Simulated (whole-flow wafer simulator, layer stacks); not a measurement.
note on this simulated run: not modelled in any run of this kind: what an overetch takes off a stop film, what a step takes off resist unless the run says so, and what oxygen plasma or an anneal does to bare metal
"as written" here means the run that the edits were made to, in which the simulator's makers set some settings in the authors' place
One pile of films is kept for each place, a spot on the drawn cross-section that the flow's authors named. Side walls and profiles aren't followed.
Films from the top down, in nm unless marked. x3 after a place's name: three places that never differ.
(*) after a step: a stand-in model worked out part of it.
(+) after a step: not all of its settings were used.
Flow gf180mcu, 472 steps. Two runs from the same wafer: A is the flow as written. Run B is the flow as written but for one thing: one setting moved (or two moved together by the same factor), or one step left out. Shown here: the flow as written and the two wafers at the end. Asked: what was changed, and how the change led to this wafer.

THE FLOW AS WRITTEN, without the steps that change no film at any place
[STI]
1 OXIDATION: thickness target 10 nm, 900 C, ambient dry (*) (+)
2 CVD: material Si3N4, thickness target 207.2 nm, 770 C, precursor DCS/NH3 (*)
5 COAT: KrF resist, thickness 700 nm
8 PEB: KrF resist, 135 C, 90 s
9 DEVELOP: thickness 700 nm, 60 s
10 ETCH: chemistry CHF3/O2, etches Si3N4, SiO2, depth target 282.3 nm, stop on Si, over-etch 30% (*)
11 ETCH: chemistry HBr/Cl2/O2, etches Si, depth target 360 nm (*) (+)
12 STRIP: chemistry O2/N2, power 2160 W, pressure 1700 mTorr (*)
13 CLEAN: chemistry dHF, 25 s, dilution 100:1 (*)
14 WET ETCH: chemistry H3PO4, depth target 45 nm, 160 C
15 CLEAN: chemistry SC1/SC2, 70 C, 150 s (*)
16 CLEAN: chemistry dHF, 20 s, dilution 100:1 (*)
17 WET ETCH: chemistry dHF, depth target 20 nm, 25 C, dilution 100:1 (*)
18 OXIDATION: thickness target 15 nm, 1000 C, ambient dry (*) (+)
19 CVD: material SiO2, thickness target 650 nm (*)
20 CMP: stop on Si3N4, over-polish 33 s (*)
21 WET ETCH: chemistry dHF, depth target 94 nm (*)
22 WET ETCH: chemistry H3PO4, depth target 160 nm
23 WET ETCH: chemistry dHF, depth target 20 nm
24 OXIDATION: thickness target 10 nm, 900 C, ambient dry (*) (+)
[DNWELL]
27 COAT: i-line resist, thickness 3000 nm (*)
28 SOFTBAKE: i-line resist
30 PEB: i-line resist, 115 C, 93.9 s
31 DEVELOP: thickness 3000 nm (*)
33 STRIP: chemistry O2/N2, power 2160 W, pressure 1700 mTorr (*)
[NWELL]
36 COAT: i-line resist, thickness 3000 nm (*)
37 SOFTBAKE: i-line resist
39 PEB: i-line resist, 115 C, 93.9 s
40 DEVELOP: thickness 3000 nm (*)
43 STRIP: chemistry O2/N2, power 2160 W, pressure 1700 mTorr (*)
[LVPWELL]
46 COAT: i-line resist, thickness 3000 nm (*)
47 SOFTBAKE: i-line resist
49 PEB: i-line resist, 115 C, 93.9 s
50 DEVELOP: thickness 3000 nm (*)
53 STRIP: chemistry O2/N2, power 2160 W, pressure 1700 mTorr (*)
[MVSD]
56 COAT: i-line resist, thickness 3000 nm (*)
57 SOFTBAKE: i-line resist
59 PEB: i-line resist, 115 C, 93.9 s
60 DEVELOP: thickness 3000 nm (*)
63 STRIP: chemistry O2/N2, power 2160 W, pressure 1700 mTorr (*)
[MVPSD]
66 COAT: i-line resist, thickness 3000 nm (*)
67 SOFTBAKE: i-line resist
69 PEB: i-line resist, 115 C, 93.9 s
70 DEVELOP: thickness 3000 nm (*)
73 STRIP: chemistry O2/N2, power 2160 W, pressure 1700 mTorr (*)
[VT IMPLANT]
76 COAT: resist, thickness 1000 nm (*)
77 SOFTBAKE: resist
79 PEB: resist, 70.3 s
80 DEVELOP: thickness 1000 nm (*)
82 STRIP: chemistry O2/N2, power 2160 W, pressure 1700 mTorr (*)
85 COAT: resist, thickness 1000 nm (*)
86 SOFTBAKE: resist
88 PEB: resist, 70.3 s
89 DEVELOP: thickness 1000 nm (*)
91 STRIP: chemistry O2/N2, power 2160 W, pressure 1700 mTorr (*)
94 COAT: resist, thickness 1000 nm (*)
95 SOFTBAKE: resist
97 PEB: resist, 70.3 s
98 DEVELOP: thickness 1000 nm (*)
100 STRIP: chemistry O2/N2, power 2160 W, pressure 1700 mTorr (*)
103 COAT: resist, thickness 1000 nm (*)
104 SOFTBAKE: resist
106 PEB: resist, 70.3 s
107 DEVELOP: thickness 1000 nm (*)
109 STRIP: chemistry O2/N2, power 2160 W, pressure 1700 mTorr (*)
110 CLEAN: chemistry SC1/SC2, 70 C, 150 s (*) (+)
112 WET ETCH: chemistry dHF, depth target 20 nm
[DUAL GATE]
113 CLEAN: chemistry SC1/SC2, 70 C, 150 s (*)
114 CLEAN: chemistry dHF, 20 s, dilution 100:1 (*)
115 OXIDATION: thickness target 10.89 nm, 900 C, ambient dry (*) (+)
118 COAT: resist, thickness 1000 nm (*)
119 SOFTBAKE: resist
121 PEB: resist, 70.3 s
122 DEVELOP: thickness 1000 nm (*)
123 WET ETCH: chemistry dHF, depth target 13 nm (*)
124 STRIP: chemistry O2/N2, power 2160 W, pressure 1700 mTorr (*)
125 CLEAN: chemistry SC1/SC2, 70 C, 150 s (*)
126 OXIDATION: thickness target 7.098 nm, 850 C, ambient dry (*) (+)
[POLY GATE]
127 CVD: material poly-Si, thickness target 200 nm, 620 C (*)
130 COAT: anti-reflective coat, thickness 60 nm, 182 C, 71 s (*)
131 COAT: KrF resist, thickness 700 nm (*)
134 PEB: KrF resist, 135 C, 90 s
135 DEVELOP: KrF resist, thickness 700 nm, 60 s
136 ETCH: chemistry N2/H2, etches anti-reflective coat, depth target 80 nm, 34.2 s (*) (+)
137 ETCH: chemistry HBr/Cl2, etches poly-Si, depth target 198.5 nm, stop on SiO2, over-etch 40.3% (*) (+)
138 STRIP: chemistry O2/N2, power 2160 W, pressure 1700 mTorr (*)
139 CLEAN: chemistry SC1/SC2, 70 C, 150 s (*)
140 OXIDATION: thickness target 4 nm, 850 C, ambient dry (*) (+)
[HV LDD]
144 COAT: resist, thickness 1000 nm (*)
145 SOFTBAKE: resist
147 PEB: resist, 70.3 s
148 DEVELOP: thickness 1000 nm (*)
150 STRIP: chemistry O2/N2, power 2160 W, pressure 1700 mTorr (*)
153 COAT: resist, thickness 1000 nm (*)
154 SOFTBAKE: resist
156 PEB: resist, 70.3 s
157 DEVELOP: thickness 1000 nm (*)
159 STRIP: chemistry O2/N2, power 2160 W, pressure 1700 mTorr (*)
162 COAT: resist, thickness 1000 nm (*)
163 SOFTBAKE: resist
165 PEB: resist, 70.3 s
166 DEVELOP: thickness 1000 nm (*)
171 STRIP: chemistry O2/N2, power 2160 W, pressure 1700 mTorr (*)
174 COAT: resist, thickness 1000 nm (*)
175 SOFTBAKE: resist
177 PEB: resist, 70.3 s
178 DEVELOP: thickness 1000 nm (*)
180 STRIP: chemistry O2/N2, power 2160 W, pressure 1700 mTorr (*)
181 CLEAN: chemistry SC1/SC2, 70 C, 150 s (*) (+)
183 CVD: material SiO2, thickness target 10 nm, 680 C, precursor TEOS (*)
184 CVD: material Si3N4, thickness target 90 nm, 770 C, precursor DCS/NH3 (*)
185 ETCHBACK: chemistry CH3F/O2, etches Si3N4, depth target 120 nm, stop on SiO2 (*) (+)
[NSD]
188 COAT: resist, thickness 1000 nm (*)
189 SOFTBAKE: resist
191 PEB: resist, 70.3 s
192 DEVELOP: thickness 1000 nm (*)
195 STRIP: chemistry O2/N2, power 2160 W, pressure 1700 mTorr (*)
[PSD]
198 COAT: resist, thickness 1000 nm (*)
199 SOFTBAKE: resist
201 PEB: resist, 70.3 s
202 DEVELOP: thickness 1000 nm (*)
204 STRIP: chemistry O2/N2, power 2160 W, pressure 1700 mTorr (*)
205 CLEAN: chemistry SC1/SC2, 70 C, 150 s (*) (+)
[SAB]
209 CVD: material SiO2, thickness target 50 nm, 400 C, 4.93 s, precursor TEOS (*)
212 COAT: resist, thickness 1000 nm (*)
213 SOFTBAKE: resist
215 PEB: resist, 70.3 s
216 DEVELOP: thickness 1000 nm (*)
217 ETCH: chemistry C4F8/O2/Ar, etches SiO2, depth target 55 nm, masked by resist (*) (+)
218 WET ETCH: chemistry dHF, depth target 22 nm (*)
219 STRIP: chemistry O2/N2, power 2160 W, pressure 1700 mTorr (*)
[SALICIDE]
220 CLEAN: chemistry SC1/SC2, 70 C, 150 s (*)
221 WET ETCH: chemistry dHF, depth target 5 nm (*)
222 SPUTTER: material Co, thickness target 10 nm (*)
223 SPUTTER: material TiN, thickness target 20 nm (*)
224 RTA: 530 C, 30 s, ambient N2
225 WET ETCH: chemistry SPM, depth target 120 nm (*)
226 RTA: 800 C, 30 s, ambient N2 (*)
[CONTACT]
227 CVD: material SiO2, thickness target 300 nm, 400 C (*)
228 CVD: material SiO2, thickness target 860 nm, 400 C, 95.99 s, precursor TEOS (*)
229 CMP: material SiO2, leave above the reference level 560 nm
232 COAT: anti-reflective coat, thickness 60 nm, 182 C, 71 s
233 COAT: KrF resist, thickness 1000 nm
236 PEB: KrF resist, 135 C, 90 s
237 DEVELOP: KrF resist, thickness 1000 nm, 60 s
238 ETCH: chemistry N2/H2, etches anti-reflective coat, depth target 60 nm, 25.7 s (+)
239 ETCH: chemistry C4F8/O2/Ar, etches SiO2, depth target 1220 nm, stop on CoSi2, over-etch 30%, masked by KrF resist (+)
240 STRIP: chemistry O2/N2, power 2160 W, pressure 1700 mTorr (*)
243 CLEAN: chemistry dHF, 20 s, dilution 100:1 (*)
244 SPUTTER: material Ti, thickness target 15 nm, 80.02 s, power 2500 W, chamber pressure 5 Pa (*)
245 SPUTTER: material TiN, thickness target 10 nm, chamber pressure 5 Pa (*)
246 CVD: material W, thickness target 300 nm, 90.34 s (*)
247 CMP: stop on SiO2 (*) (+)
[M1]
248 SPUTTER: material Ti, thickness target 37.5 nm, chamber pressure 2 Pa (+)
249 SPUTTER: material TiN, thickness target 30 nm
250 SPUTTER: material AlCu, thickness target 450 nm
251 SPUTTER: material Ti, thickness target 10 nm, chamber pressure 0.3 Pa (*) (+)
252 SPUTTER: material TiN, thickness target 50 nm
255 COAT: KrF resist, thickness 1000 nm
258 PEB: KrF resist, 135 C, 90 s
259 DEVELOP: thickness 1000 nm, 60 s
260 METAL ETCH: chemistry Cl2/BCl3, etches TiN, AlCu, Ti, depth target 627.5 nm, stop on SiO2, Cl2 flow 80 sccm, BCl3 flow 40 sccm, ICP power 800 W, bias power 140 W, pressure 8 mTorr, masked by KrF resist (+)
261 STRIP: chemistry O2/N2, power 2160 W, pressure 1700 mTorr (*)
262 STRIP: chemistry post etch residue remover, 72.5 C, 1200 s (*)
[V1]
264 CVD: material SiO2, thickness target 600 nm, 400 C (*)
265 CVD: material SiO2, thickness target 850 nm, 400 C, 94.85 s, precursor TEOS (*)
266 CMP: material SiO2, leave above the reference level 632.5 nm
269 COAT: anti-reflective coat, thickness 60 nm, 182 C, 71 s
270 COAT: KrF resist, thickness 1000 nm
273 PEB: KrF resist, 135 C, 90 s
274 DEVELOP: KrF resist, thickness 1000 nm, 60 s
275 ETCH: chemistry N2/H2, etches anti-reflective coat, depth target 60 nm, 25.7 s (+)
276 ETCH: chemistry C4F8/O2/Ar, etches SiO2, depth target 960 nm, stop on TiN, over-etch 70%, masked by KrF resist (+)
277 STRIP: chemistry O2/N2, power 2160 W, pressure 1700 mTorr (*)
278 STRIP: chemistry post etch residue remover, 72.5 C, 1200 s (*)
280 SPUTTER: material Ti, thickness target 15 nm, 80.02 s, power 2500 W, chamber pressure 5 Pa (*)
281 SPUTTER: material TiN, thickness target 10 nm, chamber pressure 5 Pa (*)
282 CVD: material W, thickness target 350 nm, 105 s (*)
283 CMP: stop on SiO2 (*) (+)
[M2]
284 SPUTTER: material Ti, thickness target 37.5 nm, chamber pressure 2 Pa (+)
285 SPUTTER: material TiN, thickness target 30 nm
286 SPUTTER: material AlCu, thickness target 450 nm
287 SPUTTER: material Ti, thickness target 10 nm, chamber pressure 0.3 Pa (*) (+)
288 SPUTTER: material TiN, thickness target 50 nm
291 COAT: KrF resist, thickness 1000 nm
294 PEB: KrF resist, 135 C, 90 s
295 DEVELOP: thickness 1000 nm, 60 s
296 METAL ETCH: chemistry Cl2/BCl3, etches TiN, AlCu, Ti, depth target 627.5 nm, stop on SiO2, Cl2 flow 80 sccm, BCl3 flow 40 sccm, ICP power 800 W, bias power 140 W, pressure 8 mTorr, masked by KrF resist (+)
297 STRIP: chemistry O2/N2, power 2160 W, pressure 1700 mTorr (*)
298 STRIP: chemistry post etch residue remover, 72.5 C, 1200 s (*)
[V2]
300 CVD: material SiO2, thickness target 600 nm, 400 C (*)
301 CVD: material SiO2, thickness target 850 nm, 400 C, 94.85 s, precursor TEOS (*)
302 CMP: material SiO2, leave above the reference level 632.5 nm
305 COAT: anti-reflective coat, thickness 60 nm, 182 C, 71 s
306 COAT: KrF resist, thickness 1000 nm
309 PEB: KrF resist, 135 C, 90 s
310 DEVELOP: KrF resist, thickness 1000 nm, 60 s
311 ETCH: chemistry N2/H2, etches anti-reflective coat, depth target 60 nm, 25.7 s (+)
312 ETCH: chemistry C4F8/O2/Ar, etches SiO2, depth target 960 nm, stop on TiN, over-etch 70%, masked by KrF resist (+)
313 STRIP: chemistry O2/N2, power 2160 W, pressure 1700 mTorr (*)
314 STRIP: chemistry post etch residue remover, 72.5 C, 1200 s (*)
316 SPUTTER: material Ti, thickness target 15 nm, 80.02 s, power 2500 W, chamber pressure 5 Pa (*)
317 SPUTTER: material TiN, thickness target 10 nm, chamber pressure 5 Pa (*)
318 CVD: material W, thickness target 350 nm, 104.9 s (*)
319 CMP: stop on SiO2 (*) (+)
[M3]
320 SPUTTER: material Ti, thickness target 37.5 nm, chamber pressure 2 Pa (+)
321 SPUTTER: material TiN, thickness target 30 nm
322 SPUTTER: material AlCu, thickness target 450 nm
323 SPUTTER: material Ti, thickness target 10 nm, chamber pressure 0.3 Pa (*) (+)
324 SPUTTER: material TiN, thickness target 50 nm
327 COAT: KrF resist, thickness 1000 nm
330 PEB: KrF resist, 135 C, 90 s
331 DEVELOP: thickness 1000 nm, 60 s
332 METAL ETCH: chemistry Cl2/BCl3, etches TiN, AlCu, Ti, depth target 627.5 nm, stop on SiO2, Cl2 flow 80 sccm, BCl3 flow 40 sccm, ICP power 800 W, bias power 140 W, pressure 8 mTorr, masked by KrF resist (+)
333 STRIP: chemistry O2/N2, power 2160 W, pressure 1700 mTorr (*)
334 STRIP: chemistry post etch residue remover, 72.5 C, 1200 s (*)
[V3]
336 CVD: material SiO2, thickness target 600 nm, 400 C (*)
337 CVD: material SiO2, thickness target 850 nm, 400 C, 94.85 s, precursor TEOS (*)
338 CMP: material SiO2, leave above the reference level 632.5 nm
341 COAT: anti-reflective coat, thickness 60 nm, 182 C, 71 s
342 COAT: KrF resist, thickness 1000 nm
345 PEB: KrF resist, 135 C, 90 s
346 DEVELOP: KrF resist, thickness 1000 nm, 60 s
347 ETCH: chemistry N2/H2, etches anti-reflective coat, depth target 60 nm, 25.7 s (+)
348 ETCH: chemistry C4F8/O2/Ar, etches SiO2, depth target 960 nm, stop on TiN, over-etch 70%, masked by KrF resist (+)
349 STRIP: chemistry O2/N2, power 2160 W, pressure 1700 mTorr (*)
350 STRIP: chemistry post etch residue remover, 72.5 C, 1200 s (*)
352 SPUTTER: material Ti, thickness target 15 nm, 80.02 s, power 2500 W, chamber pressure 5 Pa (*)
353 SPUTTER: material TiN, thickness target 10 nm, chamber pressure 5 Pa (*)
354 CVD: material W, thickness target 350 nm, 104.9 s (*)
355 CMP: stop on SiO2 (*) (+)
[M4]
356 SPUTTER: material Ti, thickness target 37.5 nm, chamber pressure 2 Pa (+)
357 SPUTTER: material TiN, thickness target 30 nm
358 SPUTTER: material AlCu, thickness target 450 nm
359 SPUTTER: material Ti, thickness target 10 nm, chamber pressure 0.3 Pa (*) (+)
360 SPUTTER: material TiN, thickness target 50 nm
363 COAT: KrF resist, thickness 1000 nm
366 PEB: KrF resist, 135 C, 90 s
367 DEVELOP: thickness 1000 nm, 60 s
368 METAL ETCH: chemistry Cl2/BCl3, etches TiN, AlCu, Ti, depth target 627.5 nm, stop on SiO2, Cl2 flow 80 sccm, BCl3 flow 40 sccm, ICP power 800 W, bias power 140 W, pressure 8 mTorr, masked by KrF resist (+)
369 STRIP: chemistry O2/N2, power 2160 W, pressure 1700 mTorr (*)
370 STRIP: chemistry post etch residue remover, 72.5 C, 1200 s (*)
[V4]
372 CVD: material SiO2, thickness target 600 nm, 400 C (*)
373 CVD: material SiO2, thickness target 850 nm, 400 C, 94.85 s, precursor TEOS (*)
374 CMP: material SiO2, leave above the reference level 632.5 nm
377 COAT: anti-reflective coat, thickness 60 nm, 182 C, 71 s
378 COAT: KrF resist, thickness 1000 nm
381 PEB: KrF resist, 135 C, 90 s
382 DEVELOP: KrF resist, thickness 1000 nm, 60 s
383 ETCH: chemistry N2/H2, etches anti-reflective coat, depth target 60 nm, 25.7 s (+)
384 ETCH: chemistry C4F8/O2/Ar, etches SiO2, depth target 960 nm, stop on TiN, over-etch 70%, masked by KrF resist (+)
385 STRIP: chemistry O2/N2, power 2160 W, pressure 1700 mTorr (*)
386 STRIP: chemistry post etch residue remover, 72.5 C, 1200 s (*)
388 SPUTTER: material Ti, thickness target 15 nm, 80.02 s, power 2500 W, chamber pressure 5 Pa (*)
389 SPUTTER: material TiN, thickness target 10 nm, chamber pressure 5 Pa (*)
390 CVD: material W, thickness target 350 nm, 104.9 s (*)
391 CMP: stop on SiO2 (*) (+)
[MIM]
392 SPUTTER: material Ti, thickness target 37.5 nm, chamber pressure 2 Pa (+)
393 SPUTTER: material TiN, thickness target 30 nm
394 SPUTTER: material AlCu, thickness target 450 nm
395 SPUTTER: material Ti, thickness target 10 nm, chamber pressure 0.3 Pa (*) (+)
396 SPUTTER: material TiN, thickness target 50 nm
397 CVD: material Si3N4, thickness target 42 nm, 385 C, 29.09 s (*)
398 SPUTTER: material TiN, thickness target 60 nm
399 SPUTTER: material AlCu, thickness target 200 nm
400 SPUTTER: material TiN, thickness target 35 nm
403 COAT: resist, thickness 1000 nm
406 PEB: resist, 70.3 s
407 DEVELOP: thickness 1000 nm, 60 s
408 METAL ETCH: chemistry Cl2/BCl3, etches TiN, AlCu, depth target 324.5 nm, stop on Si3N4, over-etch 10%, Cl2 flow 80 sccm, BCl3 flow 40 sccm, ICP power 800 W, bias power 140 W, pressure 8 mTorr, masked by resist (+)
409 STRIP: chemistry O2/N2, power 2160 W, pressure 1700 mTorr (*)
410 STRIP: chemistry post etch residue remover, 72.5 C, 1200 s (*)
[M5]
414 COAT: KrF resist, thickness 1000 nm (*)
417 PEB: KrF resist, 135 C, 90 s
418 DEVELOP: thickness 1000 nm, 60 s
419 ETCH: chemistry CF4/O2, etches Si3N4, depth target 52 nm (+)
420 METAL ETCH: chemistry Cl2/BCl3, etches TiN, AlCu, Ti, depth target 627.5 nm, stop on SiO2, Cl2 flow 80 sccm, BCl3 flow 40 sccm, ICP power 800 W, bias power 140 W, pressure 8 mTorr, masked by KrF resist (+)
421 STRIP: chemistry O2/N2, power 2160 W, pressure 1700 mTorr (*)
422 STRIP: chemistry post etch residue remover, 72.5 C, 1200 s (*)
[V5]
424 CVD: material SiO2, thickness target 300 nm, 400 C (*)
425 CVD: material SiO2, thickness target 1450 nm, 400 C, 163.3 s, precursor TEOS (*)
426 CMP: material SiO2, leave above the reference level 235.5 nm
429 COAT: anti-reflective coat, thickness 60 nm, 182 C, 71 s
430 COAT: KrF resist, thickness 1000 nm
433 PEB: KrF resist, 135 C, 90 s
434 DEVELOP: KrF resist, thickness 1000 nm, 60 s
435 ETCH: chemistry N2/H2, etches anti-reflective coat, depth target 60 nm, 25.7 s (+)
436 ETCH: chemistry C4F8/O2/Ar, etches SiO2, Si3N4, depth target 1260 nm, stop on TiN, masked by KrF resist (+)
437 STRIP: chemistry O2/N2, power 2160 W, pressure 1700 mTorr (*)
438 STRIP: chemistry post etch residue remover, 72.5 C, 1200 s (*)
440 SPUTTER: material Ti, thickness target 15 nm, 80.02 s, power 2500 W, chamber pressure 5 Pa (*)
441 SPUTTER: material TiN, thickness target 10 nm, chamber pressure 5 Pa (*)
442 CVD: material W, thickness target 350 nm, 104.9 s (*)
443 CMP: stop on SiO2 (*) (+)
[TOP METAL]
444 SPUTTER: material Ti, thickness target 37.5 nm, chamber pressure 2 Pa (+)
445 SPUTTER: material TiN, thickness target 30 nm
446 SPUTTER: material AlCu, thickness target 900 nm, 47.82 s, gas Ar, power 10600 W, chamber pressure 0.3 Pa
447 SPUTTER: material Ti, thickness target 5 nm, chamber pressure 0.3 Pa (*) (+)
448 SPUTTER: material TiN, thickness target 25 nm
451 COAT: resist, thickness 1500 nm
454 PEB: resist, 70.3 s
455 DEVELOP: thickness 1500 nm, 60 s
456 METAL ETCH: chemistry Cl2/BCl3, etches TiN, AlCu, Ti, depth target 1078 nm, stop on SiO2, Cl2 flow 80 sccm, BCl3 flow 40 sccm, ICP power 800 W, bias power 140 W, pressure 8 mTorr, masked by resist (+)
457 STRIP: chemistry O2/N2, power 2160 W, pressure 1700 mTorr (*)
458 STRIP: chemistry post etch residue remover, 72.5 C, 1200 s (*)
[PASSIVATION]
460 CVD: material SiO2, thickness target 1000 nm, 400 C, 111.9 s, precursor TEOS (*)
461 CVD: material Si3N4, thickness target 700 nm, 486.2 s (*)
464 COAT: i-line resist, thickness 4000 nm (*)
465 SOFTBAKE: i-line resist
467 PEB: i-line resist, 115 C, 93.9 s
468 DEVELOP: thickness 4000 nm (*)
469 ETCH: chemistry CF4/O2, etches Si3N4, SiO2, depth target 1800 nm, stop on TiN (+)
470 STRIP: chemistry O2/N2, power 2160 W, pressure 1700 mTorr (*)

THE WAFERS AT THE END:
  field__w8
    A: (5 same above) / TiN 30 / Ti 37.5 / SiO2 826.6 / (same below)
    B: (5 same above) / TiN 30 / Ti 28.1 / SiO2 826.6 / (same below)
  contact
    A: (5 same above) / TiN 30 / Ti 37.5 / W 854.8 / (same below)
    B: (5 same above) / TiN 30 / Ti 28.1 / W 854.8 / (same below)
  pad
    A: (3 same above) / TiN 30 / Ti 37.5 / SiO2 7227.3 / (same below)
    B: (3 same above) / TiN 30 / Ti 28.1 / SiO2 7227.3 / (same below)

The cause: step 444, SPUTTER: thickness target 28.1 nm was run, where the flow has thickness target 37.5 nm.
It can be read off the wafer: field__w8 has Ti 28.1, and step 444 as written asks for 37.5 nm.

How the change led to this, step by step:
  444 SPUTTER: material Ti, thickness target 37.5 nm, chamber pressure 2 Pa (+)
      field, field__w1, field__w2 and 109 more: A Ti +37.5 (new film) | B Ti +28.1 (new film)
  456 METAL ETCH: chemistry Cl2/BCl3, etches TiN, AlCu, Ti, depth target 1078 nm, stop on SiO2, Cl2 flow 80 sccm, BCl3 flow 40 sccm, ICP power 800 W, bias power 140 W, pressure 8 mTorr, masked by resist (+)
      field, field__w1, field__w2 and 103 more: A TiN -25 (all of it), Ti -5 (all of it), AlCu -900 (all of it), TiN -30 (all of it), Ti -37.5 (all of it) | B TiN -25 (all of it), Ti -5 (all of it), AlCu -900 (all of it), TiN -30 (all of it), Ti -28.1 (all of it)
